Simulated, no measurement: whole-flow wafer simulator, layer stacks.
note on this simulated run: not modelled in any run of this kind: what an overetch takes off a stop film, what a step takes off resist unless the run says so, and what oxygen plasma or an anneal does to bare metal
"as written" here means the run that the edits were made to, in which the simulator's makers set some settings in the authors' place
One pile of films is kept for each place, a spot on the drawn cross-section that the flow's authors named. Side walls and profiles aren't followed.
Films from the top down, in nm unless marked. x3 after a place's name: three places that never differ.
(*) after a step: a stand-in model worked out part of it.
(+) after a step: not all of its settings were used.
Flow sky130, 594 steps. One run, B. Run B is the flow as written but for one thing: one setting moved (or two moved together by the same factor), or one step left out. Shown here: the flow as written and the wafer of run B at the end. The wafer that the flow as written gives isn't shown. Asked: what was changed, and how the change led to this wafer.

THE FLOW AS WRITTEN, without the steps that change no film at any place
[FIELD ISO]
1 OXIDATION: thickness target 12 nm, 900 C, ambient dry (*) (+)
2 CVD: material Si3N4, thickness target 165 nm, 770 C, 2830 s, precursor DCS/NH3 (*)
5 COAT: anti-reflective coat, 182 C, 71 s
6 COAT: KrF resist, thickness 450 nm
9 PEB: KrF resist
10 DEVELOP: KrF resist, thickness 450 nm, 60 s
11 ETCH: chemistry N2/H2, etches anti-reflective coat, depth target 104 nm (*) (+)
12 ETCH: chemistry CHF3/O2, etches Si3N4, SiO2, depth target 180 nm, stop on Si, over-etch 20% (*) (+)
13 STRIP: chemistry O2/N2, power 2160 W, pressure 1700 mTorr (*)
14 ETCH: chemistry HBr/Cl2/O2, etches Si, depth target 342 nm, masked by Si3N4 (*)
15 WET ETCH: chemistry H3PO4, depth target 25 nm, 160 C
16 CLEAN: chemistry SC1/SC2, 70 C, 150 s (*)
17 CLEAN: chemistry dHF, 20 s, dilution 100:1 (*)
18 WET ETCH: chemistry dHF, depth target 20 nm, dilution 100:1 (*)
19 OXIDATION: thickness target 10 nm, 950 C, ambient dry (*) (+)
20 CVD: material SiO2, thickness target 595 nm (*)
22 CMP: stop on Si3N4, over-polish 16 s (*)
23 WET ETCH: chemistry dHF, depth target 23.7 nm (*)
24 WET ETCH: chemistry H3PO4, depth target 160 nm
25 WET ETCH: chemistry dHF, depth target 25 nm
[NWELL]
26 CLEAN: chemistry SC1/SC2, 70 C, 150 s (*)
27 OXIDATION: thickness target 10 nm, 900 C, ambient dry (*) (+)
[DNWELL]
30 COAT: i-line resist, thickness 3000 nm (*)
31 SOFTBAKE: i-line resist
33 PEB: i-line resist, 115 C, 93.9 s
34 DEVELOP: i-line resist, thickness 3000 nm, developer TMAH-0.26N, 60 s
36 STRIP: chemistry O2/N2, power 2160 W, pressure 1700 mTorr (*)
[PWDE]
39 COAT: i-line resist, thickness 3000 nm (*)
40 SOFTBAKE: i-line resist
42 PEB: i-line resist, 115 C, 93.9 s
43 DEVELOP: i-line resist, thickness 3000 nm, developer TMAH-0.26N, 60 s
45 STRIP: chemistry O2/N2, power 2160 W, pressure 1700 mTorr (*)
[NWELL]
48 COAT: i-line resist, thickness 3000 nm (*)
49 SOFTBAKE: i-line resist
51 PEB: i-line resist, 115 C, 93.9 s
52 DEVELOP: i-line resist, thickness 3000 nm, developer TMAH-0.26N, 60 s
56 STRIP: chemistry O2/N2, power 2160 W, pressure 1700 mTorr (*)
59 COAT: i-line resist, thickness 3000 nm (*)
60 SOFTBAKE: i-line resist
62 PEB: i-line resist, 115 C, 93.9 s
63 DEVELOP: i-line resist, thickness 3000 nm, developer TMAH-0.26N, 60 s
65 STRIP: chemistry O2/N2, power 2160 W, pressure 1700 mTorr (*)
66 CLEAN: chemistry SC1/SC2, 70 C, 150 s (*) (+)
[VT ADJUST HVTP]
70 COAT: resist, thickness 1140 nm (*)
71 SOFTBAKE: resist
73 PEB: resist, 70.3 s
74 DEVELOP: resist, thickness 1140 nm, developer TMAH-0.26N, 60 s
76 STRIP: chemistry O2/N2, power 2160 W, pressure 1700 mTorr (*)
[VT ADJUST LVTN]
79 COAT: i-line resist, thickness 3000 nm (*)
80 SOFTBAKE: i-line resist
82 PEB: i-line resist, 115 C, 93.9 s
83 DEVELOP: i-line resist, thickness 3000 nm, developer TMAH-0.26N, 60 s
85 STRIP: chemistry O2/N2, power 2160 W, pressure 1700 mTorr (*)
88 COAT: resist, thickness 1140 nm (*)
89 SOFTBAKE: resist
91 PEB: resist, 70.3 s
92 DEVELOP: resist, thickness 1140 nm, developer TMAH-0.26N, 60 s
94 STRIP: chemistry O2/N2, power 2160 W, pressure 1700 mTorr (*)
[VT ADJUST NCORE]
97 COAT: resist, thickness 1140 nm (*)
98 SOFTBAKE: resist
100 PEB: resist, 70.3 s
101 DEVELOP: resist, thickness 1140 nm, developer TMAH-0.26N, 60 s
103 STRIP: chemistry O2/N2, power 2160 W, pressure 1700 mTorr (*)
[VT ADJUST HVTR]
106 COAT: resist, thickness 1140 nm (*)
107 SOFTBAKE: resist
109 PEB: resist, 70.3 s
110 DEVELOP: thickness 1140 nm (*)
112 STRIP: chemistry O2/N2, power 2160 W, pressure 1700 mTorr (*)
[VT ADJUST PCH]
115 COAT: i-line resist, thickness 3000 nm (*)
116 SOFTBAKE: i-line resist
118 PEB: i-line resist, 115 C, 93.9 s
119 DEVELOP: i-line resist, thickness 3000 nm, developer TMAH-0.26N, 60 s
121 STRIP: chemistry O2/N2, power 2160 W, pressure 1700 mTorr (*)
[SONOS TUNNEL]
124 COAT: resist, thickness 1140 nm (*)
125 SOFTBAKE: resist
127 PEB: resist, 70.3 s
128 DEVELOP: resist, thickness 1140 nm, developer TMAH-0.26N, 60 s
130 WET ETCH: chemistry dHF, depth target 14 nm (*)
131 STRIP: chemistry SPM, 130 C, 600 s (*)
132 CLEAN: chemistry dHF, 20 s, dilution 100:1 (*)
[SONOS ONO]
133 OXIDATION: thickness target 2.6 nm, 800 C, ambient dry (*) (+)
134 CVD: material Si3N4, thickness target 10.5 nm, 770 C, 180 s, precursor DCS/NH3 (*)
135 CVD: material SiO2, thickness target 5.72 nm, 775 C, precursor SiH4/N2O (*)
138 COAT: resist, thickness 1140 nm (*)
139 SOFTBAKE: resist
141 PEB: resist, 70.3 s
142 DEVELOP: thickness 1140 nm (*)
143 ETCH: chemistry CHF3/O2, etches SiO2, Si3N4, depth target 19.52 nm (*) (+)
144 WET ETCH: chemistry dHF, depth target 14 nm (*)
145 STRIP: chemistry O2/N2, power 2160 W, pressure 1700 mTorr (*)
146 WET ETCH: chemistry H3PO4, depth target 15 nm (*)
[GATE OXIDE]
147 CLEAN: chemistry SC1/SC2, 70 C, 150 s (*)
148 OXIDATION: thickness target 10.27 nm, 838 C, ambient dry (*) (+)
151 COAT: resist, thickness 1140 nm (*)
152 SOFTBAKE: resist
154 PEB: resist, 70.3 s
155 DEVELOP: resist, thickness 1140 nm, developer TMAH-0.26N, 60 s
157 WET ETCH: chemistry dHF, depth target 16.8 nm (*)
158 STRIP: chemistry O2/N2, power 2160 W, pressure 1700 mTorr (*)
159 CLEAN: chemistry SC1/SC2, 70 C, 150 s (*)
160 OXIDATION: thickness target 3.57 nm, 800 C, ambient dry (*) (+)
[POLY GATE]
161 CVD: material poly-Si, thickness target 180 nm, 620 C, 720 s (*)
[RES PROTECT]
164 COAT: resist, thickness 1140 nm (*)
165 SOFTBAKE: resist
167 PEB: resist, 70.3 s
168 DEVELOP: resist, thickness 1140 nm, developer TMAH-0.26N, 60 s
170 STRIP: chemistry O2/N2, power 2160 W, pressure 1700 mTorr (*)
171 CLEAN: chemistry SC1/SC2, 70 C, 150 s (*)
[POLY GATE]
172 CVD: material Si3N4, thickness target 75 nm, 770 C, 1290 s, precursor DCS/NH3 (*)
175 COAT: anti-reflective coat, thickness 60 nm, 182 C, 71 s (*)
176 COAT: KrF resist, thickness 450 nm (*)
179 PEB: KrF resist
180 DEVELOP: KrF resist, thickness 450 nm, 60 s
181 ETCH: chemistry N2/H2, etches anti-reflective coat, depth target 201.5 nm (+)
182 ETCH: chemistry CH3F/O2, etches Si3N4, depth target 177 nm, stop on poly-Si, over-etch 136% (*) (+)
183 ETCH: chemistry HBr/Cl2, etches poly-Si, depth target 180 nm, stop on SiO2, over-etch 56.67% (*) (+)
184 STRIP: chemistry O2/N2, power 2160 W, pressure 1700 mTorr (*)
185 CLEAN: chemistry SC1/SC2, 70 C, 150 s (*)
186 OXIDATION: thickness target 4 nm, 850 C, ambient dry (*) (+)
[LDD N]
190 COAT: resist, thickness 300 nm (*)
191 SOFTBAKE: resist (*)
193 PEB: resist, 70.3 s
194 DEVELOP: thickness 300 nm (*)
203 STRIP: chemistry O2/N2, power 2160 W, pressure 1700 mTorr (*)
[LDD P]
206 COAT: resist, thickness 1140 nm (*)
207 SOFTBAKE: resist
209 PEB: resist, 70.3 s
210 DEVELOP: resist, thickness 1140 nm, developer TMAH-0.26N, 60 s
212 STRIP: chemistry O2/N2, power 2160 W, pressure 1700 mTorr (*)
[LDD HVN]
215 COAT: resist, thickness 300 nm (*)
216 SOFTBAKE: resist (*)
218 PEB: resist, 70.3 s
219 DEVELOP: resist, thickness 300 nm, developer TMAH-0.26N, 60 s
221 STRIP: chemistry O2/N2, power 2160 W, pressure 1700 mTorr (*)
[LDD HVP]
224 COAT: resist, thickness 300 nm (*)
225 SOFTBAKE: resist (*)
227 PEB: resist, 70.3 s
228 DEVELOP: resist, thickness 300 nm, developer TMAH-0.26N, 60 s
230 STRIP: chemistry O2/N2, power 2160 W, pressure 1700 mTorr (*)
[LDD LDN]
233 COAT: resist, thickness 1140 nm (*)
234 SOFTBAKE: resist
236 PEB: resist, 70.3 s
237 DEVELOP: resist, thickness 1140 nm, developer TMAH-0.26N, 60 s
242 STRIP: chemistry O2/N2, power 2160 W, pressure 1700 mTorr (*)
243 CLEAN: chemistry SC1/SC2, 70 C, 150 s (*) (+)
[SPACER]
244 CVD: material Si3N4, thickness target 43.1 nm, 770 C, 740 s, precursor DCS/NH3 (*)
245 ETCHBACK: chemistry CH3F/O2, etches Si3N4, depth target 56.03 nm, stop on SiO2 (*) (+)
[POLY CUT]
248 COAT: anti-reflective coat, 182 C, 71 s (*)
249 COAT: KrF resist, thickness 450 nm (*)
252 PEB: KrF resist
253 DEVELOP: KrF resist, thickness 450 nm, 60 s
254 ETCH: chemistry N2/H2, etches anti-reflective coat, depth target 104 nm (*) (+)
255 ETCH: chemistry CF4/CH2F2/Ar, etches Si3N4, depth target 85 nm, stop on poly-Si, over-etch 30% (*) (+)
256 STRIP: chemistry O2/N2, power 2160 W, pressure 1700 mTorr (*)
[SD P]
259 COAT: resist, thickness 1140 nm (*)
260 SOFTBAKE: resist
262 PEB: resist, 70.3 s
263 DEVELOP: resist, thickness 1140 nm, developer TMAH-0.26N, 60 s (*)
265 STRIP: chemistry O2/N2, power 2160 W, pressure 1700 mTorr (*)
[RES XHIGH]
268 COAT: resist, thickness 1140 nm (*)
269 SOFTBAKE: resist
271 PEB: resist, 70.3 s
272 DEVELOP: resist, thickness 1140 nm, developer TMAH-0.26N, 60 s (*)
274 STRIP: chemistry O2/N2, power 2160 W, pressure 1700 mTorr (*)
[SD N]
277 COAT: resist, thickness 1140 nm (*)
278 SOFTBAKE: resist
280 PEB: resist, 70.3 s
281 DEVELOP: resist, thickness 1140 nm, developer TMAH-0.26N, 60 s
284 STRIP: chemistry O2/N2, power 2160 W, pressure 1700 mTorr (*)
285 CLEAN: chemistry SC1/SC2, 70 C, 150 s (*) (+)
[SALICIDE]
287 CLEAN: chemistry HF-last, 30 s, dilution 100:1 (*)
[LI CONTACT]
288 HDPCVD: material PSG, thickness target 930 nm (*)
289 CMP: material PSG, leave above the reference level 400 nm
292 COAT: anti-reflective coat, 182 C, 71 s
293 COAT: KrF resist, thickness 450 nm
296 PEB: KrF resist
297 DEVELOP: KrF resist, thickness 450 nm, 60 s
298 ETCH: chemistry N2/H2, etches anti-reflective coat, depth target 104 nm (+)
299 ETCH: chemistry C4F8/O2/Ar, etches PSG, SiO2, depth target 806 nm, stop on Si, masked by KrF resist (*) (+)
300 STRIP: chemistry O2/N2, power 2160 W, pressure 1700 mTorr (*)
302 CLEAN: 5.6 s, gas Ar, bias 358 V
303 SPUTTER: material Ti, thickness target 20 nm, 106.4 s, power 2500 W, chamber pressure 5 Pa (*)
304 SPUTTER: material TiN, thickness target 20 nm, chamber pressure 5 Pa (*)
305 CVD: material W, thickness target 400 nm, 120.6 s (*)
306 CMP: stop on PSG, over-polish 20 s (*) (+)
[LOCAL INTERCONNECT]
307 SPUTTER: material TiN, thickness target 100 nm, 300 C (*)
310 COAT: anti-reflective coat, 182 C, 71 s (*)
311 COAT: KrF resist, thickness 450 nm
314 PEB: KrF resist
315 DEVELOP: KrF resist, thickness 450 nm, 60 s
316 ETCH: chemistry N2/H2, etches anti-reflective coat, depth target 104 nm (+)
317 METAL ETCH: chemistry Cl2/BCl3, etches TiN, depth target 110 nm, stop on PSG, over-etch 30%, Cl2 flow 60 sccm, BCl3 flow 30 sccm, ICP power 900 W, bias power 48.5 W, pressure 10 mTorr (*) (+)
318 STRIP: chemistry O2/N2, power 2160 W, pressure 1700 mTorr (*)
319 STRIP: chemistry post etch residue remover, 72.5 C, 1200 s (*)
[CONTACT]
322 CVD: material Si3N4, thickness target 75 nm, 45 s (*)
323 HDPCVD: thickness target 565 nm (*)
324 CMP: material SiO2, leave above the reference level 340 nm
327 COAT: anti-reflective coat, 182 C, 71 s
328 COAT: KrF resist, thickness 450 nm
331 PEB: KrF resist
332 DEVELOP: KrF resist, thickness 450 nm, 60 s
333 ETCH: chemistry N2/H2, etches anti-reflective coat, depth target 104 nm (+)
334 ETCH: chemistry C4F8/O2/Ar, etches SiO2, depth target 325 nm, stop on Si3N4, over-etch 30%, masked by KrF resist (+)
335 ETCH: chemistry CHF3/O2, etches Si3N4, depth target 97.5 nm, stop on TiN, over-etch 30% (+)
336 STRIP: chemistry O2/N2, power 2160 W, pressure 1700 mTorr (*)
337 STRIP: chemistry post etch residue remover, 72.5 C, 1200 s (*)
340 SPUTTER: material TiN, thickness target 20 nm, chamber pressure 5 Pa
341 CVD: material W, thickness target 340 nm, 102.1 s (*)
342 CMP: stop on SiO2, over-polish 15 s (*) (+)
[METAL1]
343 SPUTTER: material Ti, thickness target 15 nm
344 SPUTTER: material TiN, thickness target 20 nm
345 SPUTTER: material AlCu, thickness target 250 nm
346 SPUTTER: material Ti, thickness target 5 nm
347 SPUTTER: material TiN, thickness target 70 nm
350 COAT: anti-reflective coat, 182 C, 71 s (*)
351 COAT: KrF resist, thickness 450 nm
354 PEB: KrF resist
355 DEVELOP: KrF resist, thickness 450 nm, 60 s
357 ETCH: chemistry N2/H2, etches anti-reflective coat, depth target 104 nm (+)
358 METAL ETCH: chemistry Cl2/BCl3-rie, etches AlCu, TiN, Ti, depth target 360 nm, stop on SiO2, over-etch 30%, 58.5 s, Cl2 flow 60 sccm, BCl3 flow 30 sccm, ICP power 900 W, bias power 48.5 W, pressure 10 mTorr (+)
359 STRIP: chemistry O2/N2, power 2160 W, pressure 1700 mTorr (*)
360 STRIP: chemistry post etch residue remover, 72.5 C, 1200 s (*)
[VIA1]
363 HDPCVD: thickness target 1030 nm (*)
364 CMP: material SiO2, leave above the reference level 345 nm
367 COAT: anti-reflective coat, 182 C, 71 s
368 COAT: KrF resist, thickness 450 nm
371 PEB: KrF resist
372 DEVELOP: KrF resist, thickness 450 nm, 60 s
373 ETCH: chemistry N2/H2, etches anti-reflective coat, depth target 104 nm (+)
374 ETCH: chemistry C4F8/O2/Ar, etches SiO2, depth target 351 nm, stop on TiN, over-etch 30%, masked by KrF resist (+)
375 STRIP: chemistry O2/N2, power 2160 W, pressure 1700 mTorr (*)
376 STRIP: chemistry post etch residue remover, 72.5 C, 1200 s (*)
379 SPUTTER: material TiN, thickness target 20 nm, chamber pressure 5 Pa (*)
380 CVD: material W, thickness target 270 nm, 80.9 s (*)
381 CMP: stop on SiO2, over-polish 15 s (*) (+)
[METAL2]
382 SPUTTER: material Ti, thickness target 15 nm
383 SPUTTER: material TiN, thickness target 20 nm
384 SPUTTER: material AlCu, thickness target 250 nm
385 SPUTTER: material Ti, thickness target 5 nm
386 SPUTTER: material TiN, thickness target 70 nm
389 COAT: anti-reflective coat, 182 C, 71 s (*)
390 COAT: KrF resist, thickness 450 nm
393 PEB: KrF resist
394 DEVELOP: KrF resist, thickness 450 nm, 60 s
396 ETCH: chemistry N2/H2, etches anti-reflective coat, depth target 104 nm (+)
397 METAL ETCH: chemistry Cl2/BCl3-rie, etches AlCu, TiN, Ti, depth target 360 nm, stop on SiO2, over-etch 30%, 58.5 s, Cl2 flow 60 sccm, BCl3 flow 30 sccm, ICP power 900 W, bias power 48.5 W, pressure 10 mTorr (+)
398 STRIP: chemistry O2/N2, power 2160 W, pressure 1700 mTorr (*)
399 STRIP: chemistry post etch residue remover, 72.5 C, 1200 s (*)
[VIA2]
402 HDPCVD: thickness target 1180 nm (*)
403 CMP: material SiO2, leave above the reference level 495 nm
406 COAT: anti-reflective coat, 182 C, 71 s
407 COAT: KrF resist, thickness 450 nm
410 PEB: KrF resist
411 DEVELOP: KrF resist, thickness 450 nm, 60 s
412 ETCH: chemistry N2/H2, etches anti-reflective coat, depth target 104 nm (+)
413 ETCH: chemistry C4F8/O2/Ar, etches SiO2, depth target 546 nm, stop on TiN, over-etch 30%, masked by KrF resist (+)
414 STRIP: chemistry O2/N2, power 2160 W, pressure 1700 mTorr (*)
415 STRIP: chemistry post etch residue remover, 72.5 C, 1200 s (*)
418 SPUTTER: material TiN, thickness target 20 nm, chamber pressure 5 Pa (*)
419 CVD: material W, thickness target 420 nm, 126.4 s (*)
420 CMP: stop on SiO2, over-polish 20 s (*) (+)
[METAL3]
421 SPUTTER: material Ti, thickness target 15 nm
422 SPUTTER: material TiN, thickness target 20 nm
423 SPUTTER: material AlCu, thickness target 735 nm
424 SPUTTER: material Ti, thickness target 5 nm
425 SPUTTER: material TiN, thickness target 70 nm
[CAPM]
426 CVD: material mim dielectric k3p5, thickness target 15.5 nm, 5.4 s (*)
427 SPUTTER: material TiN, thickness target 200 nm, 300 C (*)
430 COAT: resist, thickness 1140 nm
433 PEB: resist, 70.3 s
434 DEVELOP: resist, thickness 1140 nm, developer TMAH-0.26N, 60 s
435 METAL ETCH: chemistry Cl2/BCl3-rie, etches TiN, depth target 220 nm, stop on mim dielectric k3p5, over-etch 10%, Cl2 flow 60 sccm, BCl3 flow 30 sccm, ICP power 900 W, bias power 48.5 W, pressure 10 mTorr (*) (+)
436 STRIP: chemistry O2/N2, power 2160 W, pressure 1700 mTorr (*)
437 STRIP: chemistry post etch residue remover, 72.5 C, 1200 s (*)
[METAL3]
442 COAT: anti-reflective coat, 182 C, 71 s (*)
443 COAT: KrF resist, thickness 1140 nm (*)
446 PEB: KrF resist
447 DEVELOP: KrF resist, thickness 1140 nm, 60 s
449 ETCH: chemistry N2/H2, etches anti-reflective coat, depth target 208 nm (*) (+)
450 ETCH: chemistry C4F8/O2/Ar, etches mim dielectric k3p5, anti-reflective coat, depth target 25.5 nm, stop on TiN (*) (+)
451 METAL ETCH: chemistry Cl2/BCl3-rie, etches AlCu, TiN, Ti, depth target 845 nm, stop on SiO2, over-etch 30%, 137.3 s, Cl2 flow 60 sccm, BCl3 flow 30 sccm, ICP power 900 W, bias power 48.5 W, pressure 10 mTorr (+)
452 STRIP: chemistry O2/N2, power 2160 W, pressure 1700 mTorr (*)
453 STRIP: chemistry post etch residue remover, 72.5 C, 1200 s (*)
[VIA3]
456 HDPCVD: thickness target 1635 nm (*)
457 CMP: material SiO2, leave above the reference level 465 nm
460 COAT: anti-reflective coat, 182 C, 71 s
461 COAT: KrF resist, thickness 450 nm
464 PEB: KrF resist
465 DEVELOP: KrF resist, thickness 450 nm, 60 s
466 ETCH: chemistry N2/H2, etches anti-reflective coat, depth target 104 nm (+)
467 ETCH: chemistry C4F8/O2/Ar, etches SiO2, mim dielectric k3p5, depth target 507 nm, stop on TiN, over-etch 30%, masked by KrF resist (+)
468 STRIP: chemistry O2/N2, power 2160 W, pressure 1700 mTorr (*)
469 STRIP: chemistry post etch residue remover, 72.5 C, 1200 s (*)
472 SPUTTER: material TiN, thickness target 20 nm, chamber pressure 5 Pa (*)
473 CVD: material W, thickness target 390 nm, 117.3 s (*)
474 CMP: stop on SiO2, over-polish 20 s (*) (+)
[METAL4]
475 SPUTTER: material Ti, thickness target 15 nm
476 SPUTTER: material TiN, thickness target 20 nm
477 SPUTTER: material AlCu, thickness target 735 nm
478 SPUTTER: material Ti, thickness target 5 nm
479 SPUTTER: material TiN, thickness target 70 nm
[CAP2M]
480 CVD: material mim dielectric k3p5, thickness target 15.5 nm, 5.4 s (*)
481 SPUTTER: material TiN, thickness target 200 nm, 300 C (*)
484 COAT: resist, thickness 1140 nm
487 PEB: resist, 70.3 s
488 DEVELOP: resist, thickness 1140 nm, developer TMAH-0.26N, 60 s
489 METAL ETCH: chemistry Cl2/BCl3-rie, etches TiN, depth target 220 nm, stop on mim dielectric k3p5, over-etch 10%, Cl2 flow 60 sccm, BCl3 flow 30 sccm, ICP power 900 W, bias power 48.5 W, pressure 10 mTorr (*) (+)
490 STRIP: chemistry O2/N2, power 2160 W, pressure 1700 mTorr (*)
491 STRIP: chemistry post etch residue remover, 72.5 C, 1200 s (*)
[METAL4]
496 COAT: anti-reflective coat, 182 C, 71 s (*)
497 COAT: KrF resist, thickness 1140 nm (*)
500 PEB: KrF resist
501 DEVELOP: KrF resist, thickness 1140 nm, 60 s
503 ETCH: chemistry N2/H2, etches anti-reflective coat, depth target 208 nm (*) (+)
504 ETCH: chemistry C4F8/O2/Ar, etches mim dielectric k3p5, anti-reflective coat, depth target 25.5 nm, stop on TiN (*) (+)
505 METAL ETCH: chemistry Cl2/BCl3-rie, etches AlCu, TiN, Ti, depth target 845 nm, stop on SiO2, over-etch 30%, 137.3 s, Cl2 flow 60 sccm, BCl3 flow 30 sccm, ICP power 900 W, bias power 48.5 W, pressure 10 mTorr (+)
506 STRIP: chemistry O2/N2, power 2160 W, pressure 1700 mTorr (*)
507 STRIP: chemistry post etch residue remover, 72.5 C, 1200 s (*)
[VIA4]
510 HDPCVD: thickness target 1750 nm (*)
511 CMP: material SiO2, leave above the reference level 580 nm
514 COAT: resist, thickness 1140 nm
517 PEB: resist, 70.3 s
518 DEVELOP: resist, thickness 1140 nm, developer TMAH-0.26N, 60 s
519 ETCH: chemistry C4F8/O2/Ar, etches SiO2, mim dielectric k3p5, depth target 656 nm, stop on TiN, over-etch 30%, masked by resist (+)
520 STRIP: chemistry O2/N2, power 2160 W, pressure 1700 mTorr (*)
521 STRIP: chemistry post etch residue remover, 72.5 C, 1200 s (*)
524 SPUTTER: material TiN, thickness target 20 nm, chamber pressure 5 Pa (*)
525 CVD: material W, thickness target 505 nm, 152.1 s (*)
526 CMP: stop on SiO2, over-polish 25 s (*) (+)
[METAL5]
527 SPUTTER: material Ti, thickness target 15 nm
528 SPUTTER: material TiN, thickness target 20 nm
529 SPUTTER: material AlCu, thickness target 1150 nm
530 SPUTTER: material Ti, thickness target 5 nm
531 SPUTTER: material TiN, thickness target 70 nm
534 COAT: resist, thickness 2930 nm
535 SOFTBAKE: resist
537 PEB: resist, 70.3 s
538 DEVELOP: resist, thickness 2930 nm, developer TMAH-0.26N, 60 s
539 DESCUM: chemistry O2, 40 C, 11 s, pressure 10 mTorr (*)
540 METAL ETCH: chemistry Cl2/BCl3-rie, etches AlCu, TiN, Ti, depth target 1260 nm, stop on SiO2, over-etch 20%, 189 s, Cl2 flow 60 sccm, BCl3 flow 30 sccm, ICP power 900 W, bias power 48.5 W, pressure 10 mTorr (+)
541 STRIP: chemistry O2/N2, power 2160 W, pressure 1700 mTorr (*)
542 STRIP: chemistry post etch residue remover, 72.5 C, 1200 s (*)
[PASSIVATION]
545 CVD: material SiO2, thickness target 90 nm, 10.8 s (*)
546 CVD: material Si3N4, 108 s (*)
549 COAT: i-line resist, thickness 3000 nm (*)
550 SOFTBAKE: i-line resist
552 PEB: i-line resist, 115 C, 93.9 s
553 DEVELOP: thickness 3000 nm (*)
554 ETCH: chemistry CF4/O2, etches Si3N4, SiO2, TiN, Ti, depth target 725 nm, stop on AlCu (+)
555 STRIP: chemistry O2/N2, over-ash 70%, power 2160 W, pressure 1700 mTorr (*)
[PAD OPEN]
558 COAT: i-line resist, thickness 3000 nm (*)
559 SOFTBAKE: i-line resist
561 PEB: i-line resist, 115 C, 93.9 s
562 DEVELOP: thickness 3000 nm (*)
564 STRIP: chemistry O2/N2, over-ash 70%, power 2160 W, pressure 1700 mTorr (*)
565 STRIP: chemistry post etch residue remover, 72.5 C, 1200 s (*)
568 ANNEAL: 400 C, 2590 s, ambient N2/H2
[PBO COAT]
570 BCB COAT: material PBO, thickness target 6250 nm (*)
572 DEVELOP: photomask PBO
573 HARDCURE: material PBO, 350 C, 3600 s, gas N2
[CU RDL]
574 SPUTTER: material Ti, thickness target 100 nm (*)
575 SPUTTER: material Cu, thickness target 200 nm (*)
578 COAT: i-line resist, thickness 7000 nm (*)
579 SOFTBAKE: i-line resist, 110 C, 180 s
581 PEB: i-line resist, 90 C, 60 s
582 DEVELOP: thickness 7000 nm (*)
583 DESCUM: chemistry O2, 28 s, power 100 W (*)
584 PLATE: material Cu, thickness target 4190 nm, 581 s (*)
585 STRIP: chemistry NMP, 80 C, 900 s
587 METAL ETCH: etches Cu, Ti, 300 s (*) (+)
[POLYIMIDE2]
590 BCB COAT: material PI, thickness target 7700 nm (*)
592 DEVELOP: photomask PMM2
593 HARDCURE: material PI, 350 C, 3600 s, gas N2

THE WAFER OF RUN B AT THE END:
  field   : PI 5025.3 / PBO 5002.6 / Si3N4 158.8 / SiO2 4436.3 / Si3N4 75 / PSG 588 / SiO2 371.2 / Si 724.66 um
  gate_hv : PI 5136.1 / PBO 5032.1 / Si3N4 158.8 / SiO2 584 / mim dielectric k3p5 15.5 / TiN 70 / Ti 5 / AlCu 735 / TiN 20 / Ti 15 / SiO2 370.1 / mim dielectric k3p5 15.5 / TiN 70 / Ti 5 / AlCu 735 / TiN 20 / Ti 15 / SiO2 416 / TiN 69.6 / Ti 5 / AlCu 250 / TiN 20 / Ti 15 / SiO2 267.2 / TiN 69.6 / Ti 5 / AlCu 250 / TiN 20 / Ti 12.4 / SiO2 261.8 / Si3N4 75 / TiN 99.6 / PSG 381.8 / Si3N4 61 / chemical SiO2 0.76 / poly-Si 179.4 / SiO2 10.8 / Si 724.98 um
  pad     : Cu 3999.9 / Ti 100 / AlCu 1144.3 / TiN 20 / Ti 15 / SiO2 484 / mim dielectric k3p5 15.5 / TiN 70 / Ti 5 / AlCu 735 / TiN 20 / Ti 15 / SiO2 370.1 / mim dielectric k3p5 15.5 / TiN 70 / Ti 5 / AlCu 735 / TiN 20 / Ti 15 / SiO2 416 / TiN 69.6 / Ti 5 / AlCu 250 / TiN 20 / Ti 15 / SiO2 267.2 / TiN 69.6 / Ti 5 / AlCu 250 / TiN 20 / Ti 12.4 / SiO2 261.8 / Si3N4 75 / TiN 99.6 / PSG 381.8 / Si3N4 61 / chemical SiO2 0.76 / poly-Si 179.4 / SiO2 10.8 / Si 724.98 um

The cause: step 343, SPUTTER: thickness target 12.4 nm was run, where the flow has thickness target 15 nm.
It can be read off the wafer: gate_hv has Ti 12.4, and step 343 as written asks for 15 nm.

How the change led to this, step by step:
  343 SPUTTER: material Ti, thickness target 15 nm
      field, active, n_well and 188 more: Ti +12.4 (new film) (as written it would be: Ti +15 (new film))
  358 METAL ETCH: chemistry Cl2/BCl3-rie, etches AlCu, TiN, Ti, depth target 360 nm, stop on SiO2, over-etch 30%, 58.5 s, Cl2 flow 60 sccm, BCl3 flow 30 sccm, ICP power 900 W, bias power 48.5 W, pressure 10 mTorr (+)
      field, active, gate and 81 more: TiN -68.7 (all of it), Ti -5 (all of it), AlCu -250 (all of it), TiN -20 (all of it), Ti -12.4 (all of it), SiO2 -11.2 (as written it would be: TiN -68.7 (all of it), Ti -5 (all of it), AlCu -250 (all of it), TiN -20 (all of it), Ti -15 (all of it), SiO2 -10.9)
